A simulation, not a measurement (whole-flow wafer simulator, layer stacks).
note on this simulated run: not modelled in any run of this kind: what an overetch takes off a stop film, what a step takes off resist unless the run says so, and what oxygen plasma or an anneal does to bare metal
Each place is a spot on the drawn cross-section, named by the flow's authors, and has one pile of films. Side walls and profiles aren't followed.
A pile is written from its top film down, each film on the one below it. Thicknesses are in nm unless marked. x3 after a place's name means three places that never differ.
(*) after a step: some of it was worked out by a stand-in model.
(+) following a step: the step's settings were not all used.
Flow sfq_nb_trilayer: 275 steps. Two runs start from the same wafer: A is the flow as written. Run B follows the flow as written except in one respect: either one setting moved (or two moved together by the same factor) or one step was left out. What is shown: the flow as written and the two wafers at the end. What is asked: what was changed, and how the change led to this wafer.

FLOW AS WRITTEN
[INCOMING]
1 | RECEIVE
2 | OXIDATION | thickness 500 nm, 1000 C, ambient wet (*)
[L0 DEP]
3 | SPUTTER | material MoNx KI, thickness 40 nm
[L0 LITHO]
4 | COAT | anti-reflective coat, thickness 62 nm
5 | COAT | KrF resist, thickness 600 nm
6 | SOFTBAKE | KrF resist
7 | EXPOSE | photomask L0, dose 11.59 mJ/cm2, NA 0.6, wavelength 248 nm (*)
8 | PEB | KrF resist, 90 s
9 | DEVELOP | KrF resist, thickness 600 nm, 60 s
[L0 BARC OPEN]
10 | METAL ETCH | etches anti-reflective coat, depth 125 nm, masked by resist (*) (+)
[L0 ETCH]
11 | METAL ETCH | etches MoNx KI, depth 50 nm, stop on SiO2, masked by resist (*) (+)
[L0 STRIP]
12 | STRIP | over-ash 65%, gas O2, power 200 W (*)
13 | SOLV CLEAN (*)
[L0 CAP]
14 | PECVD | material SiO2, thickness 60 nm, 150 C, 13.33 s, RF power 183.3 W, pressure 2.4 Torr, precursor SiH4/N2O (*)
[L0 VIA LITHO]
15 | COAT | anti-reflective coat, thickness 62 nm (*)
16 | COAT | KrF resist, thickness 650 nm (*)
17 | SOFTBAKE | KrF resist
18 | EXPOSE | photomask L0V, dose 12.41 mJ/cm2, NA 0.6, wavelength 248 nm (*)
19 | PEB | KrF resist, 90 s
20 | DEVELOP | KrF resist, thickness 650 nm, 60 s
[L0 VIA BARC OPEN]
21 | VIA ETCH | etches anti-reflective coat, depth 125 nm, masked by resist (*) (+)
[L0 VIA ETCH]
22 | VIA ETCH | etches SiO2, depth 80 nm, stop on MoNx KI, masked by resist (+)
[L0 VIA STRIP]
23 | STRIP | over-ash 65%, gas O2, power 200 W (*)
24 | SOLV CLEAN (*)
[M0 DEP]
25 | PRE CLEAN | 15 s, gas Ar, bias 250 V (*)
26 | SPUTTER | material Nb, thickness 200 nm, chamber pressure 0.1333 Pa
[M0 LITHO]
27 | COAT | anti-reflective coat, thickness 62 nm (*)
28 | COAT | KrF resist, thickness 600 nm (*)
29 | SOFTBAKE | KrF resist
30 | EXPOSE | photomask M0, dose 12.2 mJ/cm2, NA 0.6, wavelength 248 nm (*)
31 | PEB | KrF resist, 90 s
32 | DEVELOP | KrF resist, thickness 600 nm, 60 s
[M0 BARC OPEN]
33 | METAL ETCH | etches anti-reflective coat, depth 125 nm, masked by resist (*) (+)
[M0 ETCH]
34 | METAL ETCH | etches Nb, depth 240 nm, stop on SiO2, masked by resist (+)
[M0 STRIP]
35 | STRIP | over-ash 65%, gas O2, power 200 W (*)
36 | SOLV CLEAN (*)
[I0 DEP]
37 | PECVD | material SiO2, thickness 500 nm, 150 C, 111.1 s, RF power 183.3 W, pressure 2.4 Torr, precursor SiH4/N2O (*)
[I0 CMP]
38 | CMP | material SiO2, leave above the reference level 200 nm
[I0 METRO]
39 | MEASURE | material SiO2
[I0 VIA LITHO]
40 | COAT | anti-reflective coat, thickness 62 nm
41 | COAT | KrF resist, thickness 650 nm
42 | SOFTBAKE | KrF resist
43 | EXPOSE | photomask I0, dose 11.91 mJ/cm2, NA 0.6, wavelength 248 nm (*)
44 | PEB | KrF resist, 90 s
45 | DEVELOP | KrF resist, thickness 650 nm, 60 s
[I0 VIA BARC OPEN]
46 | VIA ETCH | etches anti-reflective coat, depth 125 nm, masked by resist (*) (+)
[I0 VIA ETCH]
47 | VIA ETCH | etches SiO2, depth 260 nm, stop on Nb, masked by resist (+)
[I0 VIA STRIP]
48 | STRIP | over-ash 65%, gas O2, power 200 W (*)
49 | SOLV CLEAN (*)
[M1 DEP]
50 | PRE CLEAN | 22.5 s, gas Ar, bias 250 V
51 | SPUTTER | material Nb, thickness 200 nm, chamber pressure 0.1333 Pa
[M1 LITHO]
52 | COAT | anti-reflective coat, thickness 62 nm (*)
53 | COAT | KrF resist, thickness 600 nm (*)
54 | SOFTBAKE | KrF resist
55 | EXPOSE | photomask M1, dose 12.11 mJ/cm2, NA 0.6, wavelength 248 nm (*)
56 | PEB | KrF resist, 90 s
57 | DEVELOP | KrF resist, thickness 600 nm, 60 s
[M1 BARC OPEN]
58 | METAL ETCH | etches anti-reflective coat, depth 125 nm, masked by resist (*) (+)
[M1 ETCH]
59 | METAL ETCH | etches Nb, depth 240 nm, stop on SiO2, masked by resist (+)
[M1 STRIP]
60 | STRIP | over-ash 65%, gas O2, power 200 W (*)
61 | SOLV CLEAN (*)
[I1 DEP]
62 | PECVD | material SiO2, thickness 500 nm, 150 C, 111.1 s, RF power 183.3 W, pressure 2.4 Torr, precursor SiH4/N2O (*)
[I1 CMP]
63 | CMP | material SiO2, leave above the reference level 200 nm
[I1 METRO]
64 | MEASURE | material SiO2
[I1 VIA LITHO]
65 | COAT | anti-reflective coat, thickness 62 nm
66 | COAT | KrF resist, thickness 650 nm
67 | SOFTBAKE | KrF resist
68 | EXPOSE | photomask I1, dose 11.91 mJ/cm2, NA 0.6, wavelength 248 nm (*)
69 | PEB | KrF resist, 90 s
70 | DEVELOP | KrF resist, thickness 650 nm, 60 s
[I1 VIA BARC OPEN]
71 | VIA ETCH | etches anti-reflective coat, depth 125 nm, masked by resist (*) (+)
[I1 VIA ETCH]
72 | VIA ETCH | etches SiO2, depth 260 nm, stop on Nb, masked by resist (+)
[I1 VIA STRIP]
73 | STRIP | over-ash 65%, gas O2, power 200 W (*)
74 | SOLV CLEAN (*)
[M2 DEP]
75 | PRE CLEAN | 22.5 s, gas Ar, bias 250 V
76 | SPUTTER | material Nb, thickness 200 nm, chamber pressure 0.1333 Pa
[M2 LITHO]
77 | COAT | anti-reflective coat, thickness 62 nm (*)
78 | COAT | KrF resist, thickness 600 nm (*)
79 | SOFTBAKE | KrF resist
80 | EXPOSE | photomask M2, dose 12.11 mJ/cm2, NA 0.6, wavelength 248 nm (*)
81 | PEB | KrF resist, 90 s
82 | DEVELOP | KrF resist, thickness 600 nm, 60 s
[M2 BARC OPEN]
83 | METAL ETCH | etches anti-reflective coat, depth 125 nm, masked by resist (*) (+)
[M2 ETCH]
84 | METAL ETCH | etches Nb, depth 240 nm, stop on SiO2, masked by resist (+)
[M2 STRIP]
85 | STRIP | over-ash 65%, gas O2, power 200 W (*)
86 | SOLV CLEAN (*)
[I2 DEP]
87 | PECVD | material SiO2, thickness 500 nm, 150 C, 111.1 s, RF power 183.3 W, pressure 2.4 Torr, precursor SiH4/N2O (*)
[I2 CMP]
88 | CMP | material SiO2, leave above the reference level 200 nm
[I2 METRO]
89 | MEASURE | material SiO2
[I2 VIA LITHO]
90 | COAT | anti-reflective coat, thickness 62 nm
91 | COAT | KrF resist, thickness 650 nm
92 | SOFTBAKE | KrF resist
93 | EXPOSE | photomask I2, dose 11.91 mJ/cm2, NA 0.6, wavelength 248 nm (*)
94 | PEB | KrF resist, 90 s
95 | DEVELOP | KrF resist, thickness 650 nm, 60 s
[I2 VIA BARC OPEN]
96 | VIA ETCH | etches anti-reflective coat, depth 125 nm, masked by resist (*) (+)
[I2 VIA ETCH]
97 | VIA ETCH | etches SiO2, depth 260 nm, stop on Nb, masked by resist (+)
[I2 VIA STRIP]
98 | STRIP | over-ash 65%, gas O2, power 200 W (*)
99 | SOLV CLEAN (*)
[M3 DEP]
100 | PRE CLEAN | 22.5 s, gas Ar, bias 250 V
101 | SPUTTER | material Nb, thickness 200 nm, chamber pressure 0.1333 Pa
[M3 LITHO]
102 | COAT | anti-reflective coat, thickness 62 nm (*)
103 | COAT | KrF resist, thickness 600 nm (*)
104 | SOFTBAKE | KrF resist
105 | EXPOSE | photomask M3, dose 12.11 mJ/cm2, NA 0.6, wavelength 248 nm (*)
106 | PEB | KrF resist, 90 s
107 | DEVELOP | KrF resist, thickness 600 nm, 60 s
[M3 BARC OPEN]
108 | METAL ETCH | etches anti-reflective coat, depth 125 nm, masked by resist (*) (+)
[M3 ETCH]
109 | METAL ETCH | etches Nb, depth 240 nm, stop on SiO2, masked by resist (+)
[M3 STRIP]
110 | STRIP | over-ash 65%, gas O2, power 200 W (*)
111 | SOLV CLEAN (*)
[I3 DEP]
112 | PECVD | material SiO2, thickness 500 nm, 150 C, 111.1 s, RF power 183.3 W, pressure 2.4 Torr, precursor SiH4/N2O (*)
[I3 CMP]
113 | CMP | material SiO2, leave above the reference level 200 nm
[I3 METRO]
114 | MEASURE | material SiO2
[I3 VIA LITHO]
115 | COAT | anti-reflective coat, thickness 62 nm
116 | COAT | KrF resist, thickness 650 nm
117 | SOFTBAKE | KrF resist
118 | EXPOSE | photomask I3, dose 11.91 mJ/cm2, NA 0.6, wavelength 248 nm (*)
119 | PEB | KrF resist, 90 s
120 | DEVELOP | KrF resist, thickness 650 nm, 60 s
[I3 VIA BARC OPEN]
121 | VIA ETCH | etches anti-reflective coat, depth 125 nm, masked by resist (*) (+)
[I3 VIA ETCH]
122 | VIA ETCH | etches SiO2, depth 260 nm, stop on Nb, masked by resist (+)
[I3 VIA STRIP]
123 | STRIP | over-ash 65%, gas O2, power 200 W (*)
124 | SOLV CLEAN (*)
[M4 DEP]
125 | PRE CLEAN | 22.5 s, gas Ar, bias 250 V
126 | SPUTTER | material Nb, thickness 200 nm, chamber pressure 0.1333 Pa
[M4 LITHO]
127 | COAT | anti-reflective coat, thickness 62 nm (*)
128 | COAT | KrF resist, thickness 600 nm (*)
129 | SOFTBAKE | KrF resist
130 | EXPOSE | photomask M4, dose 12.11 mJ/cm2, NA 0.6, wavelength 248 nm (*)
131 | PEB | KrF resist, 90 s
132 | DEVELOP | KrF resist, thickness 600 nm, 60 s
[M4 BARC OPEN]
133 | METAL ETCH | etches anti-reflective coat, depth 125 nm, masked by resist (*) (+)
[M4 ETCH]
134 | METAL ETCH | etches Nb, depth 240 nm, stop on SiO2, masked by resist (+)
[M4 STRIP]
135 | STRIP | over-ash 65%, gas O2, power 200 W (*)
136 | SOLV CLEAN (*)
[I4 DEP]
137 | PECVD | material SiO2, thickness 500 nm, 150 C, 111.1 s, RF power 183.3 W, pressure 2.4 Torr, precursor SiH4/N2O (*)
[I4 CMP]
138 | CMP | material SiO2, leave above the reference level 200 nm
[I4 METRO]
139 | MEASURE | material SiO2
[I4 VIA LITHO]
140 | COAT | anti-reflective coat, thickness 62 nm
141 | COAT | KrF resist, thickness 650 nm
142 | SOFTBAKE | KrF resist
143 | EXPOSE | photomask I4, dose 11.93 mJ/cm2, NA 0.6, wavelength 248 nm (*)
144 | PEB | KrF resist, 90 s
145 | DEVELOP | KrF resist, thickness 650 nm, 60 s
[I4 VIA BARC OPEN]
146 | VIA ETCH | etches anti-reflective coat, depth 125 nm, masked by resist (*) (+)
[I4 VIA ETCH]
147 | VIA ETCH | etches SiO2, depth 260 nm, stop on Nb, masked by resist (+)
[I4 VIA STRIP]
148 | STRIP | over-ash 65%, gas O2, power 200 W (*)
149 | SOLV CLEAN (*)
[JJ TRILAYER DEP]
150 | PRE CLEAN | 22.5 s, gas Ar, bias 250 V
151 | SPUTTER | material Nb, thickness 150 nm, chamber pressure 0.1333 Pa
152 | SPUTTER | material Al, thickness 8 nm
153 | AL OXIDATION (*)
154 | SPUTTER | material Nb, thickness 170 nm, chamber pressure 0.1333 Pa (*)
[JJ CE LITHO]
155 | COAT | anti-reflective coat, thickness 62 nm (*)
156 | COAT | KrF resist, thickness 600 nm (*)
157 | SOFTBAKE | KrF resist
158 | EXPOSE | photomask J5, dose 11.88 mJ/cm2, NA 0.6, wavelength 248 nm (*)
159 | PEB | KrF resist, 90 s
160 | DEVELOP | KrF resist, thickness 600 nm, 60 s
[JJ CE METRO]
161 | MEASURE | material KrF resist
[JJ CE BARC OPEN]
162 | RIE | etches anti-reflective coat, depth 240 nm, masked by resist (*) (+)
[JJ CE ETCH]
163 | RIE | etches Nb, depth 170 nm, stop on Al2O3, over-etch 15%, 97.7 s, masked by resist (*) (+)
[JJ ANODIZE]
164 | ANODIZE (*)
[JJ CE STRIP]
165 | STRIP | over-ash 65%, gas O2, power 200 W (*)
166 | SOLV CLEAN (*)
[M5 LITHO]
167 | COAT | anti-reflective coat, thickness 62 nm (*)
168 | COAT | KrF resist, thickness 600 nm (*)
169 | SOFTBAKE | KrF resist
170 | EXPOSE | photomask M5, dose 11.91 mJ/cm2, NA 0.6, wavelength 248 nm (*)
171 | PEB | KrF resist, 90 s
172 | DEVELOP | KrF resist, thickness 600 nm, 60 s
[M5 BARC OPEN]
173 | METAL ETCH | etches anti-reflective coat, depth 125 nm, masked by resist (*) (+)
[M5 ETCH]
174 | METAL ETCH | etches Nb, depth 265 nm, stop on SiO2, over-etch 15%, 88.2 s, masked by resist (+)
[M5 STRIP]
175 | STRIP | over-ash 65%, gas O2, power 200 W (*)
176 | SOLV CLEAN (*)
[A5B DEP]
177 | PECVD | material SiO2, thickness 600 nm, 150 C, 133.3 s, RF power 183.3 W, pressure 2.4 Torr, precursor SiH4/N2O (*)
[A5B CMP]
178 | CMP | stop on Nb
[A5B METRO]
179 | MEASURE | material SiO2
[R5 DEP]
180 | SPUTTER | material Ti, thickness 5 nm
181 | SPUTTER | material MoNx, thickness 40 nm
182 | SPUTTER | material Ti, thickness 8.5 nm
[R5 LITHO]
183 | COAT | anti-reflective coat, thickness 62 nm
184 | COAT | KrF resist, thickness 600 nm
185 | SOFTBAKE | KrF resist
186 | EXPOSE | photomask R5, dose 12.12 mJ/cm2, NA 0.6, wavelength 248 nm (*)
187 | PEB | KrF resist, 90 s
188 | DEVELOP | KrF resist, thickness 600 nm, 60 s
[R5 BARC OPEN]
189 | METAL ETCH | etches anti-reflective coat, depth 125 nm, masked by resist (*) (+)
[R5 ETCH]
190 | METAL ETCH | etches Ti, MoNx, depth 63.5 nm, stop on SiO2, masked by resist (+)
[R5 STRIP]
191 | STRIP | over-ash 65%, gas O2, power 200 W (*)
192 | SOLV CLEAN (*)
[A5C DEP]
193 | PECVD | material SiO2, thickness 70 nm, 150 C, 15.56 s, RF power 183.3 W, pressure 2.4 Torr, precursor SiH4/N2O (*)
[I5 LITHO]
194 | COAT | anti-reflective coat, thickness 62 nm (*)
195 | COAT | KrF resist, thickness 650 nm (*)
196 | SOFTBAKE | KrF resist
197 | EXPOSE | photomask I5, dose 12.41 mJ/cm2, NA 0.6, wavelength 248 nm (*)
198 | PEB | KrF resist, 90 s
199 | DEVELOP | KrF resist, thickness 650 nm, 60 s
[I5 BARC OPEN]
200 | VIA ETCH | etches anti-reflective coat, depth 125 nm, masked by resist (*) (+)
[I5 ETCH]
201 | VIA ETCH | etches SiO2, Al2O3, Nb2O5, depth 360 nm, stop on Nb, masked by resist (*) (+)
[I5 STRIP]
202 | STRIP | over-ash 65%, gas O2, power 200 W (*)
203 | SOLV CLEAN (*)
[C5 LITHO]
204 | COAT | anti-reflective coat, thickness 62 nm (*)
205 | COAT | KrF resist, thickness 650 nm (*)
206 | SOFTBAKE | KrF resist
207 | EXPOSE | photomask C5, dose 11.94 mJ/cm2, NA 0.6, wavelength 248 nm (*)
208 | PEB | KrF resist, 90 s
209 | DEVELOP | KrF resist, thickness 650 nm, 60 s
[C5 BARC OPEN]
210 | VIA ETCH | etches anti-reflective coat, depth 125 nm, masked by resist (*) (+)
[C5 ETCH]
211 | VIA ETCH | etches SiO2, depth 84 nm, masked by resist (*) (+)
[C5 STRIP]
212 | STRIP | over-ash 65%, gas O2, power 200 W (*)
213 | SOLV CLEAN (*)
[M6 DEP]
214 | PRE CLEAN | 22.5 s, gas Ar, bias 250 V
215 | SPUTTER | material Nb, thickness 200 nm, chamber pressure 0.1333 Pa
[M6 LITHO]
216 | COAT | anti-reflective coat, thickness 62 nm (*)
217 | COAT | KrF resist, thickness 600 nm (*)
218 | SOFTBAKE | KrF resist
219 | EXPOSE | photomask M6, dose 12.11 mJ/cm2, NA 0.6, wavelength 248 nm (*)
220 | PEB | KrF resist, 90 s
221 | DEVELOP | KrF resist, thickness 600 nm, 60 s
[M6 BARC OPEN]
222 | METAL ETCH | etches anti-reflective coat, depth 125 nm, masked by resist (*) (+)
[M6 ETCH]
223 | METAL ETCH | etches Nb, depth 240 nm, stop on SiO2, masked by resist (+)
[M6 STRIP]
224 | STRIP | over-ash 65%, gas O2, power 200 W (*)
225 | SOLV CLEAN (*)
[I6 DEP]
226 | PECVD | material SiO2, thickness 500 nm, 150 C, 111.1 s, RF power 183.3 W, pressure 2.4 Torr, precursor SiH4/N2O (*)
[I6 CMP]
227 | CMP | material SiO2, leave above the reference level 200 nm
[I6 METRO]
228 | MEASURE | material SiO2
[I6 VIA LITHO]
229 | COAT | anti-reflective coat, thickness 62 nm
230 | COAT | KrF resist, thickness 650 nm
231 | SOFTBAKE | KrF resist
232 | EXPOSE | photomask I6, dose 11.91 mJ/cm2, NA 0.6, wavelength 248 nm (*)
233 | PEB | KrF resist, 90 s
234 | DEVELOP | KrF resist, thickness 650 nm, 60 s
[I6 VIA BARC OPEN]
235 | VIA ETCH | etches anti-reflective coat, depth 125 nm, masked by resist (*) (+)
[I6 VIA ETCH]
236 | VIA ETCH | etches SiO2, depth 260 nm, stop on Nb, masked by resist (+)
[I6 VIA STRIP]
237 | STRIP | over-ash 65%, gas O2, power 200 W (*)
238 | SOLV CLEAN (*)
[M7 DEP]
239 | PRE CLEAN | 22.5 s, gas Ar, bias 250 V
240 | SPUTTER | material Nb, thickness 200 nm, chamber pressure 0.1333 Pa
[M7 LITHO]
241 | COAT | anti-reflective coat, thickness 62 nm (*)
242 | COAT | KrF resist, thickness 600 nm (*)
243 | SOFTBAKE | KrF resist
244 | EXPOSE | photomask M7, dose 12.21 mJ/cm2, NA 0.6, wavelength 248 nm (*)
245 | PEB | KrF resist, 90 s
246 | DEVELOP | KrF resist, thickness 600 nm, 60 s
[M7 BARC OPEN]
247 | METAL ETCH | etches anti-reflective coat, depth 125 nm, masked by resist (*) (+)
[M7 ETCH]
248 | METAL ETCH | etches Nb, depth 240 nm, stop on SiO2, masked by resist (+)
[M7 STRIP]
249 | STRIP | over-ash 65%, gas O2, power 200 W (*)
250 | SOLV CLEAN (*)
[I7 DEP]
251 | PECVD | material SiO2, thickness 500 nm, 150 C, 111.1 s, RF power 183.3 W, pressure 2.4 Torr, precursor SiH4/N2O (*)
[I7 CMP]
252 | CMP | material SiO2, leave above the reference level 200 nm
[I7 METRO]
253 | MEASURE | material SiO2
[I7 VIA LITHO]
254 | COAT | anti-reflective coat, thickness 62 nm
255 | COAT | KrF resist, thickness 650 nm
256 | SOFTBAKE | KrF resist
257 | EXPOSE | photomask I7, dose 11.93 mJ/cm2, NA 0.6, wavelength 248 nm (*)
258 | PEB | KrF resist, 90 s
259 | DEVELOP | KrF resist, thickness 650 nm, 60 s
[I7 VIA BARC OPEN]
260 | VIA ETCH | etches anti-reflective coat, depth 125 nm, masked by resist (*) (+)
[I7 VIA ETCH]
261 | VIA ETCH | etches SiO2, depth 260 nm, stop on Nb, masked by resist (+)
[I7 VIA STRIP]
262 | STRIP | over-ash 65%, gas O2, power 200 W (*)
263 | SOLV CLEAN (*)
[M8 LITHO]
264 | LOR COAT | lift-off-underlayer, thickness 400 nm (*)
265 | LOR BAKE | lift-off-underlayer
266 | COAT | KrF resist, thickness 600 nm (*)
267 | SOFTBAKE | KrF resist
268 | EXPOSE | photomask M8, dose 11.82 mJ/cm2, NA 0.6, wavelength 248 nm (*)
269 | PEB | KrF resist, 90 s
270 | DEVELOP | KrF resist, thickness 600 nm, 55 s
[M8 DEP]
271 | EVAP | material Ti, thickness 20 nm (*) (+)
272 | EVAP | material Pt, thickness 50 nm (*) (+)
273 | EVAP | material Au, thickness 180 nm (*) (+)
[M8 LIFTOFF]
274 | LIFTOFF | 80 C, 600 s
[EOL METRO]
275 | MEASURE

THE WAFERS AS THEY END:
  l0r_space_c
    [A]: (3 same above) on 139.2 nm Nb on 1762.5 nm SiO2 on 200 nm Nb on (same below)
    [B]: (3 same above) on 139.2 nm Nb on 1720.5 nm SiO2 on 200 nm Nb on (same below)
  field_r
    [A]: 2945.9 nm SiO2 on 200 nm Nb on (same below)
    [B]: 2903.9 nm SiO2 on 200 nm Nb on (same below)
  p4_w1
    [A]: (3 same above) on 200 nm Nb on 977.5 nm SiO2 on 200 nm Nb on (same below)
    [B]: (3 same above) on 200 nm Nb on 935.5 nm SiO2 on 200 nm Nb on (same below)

The reason: step 38, CMP: leave above the reference level 158 nm was run, while the flow as written has leave above the reference level 200 nm.

The path from the change to this, step by step:
  38 | CMP | material SiO2, leave above the reference level 200 nm
      v_sur, via_wl, via_w and 94 more: A SiO2 loses 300 | B SiO2 loses 342
      field_l, l0_sur, l0r_line_l, l0r_line_c, l0r_line_r: A SiO2 loses 340 | B SiO2 loses 382
      (and at 4 other places as well)
  47 | VIA ETCH | etches SiO2, depth 260 nm, stop on Nb, masked by resist (+)
      field_l, v_sur, via_wl and 102 more: A KrF resist loses 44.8 | B KrF resist loses 40.8
      via_w: A SiO2 loses 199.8 (all of it) | B SiO2 loses 157.8 (all of it)
  51 | SPUTTER | material Nb, thickness 200 nm, chamber pressure 0.1333 Pa
      via_w: A Nb gains 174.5 | B Nb gains 183.1
  52 | COAT | anti-reflective coat, thickness 62 nm (*)
      via_w: A anti-reflective coat gains 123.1 (new film) | B anti-reflective coat gains 112.7 (new film)
      via_wr: A anti-reflective coat gains 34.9 (new film) | B anti-reflective coat gains 34.1 (new film)
  53 | COAT | KrF resist, thickness 600 nm (*)
      via_w: A KrF resist gains 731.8 (new film) | B KrF resist gains 697.8 (new film)
  60 | STRIP | over-ash 65%, gas O2, power 200 W (*)
      via_w: A KrF resist loses 513.8 (all of it), anti-reflective coat loses 123.1 (all of it) | B KrF resist loses 480 (all of it), anti-reflective coat loses 112.7 (all of it)
      via_wr: A KrF resist loses 384.4 (all of it), anti-reflective coat loses 34.9 (all of it) | B KrF resist loses 390 (all of it), anti-reflective coat loses 34.1 (all of it)
  62 | PECVD | material SiO2, thickness 500 nm, 150 C, 111.1 s, RF power 183.3 W, pressure 2.4 Torr, precursor SiH4/N2O (*)
      via_w: A SiO2 gains 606 (new film) | B SiO2 gains 530.9 (new film)
  63 | CMP | material SiO2, leave above the reference level 200 nm
      via_w: A SiO2 loses 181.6 | B SiO2 loses 157.1
